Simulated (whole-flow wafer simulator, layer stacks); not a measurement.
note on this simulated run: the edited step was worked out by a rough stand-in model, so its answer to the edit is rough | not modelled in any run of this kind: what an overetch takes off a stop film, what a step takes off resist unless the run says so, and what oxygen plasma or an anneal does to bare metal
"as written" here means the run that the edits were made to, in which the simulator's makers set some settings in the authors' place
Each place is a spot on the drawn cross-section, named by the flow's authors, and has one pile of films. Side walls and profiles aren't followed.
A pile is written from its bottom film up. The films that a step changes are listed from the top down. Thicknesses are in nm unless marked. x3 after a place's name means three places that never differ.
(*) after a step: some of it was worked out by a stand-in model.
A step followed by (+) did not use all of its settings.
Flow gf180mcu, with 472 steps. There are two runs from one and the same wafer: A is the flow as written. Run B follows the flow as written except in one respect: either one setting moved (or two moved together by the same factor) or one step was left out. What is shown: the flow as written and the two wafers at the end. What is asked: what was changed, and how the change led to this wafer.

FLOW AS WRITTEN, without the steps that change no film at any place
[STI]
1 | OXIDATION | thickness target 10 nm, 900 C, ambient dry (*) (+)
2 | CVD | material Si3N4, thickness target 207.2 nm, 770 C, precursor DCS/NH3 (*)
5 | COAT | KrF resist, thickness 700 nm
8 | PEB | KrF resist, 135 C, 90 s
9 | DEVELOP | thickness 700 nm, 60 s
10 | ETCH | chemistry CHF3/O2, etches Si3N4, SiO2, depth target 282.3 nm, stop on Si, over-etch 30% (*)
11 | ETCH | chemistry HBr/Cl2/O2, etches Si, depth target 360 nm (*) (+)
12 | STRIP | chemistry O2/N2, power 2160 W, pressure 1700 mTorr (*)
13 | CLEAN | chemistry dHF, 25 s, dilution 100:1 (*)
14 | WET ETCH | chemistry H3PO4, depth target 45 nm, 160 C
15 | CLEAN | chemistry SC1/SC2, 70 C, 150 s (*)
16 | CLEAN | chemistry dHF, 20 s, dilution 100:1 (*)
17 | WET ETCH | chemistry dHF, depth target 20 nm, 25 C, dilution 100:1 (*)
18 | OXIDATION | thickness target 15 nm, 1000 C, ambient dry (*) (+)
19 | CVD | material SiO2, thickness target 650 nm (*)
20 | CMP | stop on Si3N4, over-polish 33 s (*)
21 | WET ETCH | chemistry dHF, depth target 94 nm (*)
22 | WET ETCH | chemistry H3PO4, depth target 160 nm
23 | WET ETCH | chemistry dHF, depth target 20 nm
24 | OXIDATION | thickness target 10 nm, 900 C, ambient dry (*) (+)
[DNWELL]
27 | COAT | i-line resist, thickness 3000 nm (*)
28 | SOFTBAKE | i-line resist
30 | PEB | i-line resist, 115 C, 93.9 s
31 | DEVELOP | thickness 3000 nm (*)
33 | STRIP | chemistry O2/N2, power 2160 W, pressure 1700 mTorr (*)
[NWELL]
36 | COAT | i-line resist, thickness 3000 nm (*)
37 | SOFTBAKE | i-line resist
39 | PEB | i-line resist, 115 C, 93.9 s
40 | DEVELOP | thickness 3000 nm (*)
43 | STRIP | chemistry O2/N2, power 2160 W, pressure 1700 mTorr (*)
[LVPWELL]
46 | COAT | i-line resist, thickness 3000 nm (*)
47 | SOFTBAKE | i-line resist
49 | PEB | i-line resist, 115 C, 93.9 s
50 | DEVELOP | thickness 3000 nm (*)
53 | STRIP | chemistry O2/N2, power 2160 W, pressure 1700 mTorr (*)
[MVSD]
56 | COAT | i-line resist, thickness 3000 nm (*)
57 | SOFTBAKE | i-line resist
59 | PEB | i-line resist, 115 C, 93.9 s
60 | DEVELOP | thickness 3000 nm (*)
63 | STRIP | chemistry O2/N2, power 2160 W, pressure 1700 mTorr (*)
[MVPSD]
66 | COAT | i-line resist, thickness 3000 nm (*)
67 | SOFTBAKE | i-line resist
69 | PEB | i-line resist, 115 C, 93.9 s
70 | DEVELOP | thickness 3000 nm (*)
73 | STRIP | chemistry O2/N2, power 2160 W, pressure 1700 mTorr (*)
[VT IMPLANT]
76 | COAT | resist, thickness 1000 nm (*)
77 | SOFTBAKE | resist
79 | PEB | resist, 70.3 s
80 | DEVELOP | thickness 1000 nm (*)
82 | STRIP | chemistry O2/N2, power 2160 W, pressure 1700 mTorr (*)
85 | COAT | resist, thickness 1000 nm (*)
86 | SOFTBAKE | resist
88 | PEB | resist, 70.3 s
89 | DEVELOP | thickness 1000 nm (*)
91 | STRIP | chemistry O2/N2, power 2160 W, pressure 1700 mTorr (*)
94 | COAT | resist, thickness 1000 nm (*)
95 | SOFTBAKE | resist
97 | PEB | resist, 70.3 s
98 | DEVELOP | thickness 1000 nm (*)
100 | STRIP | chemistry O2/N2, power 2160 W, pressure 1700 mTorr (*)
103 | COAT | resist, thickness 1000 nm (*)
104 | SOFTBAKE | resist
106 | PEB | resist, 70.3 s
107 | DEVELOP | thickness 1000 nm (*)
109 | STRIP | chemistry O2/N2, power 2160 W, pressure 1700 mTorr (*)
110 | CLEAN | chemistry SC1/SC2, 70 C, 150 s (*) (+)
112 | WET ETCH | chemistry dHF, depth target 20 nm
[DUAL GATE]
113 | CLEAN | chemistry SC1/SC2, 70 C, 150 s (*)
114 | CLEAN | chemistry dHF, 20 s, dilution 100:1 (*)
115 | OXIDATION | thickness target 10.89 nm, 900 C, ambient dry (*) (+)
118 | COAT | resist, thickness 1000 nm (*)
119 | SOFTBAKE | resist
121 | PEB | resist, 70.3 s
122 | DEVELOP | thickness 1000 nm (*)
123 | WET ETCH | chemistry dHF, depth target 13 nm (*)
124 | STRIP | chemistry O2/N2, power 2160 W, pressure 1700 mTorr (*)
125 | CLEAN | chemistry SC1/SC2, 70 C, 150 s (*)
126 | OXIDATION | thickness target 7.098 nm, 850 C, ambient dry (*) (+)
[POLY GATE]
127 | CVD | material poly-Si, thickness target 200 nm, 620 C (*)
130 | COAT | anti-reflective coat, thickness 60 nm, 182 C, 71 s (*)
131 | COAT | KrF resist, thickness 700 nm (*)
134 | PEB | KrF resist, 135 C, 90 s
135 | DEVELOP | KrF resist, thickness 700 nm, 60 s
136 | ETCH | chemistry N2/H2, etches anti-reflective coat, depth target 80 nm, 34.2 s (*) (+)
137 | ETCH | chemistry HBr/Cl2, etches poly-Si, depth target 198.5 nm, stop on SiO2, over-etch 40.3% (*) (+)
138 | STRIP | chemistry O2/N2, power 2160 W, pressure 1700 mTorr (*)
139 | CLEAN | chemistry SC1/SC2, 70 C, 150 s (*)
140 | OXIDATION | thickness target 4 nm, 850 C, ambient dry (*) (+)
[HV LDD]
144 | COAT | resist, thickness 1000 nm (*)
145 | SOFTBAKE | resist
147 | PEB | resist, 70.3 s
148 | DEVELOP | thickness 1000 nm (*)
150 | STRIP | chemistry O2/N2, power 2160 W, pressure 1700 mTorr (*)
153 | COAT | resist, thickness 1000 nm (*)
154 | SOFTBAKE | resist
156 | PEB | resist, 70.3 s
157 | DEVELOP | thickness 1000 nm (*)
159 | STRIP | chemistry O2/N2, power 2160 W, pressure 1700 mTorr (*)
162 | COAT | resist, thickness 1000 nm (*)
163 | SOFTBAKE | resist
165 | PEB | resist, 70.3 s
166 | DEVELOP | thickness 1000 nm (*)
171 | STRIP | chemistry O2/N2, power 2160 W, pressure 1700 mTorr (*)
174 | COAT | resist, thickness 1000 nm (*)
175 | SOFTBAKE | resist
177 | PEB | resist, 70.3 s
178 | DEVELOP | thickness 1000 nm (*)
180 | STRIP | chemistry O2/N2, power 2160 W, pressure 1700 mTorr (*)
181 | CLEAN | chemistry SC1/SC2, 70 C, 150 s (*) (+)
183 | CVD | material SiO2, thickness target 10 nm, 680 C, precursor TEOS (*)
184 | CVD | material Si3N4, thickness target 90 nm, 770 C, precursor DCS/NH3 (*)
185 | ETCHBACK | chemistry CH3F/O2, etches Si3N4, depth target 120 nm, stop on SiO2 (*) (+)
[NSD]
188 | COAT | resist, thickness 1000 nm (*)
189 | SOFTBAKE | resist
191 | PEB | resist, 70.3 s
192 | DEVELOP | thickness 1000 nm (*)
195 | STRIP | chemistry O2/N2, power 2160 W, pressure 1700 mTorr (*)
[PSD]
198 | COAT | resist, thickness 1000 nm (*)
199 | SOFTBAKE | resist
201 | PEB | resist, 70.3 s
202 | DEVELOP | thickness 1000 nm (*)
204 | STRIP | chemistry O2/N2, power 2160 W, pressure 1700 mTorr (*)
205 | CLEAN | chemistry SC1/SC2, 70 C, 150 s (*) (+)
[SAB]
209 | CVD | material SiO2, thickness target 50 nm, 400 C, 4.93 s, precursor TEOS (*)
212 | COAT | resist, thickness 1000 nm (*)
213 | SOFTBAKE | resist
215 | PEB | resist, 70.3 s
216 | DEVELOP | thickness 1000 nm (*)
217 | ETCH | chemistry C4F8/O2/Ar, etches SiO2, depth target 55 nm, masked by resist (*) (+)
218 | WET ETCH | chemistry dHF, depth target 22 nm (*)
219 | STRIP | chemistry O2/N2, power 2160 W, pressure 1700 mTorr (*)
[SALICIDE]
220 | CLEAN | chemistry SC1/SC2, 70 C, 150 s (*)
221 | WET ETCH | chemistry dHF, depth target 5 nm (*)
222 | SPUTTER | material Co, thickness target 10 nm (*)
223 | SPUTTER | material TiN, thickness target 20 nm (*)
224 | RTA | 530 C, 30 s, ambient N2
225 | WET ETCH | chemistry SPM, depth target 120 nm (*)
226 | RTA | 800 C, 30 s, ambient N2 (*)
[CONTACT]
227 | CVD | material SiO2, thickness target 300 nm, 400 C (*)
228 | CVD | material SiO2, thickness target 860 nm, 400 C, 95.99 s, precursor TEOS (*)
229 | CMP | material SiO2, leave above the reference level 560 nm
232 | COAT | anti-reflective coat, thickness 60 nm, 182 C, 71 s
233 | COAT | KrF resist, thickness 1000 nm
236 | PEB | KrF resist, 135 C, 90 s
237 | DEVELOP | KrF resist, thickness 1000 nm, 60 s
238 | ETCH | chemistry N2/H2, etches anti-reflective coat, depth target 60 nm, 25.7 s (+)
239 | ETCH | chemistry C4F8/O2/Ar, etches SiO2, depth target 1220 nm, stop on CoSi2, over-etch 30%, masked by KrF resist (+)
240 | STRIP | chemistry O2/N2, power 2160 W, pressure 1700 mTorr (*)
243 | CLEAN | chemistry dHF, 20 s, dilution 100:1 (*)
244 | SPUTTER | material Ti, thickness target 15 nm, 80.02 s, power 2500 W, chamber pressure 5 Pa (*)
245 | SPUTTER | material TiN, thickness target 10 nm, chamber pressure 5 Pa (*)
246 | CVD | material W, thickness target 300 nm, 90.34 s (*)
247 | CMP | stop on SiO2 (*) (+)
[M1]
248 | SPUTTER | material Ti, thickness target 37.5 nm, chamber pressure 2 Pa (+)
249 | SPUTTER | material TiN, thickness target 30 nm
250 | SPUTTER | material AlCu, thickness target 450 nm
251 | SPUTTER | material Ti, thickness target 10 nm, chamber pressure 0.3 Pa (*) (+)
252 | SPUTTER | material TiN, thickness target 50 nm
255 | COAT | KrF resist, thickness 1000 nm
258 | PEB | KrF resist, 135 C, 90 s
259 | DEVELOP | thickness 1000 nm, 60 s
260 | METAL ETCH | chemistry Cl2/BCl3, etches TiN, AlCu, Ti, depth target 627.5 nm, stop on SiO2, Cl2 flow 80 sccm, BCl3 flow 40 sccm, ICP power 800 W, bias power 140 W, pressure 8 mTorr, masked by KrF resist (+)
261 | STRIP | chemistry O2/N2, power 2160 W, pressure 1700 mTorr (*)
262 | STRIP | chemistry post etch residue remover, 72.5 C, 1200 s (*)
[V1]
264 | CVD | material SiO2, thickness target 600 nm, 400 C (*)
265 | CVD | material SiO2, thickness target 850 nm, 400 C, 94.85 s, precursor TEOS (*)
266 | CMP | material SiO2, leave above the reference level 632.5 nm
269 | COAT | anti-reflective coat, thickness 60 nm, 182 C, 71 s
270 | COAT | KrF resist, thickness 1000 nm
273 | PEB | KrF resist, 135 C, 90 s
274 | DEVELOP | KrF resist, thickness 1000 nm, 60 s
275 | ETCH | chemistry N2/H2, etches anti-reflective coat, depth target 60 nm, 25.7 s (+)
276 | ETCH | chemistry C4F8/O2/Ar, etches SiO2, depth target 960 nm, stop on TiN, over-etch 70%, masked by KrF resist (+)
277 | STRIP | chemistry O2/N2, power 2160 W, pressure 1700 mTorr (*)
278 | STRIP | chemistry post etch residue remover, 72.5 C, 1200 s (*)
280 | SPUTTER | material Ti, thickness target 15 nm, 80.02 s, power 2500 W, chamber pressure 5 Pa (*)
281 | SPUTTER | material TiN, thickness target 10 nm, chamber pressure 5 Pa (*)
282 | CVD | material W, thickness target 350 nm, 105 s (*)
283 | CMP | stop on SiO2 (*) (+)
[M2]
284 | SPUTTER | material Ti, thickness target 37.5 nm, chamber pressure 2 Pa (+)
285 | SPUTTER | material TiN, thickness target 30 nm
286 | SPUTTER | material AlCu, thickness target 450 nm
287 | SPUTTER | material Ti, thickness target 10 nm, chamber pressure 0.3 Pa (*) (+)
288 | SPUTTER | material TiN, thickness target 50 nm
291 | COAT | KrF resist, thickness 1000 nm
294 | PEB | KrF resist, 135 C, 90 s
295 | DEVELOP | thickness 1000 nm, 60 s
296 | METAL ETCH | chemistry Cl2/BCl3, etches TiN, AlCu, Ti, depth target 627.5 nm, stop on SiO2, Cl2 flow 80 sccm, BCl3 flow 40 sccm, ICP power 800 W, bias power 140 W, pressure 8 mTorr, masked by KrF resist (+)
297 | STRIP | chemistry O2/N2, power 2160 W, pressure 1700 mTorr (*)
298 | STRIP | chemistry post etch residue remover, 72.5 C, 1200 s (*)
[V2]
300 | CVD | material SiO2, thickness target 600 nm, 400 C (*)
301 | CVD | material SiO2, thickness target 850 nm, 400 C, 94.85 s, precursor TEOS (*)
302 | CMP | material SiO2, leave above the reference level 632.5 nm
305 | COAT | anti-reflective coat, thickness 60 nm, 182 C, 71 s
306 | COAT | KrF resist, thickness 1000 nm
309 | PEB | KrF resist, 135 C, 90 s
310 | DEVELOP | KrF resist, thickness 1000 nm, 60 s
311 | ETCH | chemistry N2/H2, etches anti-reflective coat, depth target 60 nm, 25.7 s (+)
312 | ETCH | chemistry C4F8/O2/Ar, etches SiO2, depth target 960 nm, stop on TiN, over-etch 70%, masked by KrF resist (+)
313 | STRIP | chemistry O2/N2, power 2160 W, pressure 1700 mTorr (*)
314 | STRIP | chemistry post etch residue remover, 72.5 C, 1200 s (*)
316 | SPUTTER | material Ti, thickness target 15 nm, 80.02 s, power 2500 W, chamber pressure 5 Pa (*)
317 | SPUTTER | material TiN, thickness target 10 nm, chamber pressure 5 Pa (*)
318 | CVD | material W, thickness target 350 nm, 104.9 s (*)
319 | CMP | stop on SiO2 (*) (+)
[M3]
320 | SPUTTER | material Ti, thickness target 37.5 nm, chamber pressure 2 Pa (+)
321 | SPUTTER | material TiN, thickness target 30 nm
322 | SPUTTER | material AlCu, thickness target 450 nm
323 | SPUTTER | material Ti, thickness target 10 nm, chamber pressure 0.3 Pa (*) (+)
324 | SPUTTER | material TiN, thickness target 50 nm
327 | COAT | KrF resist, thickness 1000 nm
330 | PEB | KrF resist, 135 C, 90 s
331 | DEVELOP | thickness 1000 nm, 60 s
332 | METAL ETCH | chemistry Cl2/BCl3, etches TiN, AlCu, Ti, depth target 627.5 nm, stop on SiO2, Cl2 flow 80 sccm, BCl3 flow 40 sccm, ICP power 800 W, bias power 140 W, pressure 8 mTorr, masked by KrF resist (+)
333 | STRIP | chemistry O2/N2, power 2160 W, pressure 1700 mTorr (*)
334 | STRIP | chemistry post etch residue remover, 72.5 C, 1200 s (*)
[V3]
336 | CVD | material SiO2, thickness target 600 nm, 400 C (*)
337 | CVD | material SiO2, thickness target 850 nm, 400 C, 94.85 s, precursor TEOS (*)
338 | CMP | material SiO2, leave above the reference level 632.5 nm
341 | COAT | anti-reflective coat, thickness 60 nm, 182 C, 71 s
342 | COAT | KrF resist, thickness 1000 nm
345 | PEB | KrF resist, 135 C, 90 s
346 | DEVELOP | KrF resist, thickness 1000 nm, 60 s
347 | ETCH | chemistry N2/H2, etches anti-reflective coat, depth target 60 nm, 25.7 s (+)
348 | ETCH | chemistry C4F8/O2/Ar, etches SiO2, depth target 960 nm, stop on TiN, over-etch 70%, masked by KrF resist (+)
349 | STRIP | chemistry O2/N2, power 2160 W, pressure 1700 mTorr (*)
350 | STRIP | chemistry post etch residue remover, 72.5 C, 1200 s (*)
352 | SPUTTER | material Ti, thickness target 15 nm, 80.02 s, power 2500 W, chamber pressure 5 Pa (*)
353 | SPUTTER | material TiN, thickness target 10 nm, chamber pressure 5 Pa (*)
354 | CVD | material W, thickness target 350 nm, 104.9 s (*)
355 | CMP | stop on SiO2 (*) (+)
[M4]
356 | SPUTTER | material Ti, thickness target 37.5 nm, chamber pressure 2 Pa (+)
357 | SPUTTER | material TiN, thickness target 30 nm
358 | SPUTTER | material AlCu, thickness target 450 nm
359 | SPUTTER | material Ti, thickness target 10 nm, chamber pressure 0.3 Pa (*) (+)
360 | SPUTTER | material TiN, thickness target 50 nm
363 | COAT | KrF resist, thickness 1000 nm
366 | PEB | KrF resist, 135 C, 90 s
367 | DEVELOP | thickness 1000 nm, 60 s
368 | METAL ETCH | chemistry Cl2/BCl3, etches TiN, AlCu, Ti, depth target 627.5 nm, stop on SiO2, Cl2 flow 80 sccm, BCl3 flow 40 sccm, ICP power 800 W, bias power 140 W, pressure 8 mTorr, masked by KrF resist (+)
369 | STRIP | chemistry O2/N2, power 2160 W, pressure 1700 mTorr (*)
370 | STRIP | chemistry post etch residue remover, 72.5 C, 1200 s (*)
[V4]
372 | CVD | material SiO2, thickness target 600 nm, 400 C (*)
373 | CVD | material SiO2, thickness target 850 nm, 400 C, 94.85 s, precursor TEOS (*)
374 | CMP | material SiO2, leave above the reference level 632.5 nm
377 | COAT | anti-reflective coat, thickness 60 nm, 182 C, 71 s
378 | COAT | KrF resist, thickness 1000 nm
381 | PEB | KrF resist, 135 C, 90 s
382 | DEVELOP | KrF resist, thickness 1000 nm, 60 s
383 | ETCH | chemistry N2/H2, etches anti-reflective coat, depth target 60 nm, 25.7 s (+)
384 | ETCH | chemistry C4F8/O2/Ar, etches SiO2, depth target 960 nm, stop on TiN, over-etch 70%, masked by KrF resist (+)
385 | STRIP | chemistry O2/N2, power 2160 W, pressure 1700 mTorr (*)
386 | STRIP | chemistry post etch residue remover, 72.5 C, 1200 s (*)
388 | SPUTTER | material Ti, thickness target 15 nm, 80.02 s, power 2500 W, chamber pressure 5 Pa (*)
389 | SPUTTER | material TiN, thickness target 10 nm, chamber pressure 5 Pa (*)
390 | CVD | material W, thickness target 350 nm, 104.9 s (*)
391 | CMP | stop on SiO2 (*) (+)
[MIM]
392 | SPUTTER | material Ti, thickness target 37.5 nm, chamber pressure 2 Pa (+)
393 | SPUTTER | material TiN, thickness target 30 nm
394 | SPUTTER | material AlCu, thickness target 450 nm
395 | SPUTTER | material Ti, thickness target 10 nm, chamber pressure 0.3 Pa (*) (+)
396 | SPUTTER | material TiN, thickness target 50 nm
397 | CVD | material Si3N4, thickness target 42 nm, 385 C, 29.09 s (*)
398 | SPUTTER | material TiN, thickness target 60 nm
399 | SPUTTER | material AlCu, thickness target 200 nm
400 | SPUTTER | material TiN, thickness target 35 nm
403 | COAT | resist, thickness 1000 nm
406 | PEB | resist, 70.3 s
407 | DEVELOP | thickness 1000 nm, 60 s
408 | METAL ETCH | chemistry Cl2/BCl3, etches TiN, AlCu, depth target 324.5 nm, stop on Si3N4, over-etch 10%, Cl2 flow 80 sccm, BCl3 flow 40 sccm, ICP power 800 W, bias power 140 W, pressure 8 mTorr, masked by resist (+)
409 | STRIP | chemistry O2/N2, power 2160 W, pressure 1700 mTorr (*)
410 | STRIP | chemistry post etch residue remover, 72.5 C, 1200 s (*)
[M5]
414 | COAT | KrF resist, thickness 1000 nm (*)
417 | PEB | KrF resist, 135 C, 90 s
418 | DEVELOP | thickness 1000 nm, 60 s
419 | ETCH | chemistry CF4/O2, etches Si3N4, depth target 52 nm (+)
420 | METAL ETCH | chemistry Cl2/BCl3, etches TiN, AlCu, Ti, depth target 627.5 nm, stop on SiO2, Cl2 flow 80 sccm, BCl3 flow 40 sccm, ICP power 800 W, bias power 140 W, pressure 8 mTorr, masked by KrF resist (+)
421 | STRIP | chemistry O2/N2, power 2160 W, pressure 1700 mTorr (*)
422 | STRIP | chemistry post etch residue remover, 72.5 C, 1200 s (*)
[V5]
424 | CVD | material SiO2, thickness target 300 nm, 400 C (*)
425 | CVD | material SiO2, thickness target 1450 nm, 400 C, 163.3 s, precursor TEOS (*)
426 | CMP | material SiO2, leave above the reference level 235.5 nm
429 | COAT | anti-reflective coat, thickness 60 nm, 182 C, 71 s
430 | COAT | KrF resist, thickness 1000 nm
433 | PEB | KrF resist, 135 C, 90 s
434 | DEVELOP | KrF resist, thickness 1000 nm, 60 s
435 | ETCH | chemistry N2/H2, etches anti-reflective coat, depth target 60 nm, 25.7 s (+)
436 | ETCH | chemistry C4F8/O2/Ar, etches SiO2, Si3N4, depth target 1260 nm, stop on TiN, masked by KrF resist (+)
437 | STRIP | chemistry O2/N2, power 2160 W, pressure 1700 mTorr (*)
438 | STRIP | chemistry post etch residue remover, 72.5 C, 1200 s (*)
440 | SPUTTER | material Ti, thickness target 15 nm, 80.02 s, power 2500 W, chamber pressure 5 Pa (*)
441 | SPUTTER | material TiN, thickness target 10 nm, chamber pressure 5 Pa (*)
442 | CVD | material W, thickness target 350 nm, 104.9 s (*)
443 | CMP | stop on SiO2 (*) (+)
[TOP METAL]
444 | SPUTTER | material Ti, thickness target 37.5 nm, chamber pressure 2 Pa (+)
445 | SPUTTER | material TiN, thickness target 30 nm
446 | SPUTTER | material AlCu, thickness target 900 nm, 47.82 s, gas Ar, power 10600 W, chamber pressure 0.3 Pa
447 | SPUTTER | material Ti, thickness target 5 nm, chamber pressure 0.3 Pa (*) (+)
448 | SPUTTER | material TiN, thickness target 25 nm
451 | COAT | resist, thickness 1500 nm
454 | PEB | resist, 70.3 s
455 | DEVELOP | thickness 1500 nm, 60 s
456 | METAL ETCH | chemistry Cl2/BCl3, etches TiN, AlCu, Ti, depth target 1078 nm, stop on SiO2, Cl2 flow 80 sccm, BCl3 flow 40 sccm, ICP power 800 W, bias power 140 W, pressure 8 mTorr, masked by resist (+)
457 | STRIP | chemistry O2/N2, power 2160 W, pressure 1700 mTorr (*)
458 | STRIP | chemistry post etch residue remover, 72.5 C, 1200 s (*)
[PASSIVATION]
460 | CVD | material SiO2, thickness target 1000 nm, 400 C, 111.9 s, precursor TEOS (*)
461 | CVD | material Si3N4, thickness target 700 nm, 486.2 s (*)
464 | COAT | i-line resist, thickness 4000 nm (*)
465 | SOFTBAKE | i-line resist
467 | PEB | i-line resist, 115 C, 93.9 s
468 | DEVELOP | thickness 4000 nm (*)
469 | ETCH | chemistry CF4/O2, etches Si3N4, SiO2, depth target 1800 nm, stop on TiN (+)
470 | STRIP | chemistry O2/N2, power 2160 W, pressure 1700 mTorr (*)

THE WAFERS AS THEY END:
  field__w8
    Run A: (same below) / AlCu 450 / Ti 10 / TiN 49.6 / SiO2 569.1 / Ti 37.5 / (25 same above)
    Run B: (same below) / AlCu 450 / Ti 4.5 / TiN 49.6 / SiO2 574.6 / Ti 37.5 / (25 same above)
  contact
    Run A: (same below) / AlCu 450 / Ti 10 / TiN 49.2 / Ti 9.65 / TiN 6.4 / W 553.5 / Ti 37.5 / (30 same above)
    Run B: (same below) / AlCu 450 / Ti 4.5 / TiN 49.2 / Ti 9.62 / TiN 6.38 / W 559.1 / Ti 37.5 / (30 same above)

The reason: step 287, SPUTTER: thickness target 4.5 nm was run, though the flow has thickness target 10 nm.
The wafer lets one read it off: field__w8 has Ti 4.5, and step 287 as written asks for 10 nm.

The path from the change to this, step by step:
  287 | SPUTTER | material Ti, thickness target 10 nm, chamber pressure 0.3 Pa (*) (+)
      field, field__w1, field__w2 and 108 more: A +10 Ti (new film) | B +4.5 Ti (new film)
  296 | METAL ETCH | chemistry Cl2/BCl3, etches TiN, AlCu, Ti, depth target 627.5 nm, stop on SiO2, Cl2 flow 80 sccm, BCl3 flow 40 sccm, ICP power 800 W, bias power 140 W, pressure 8 mTorr, masked by KrF resist (+)
      field, field__w1, field__w2 and 103 more: A -50 TiN (all of it), -10 Ti (all of it), -450 AlCu (all of it), -30 TiN (all of it), -37.5 Ti (all of it) | B -50 TiN (all of it), -4.5 Ti (all of it), -450 AlCu (all of it), -30 TiN (all of it), -37.5 Ti (all of it)
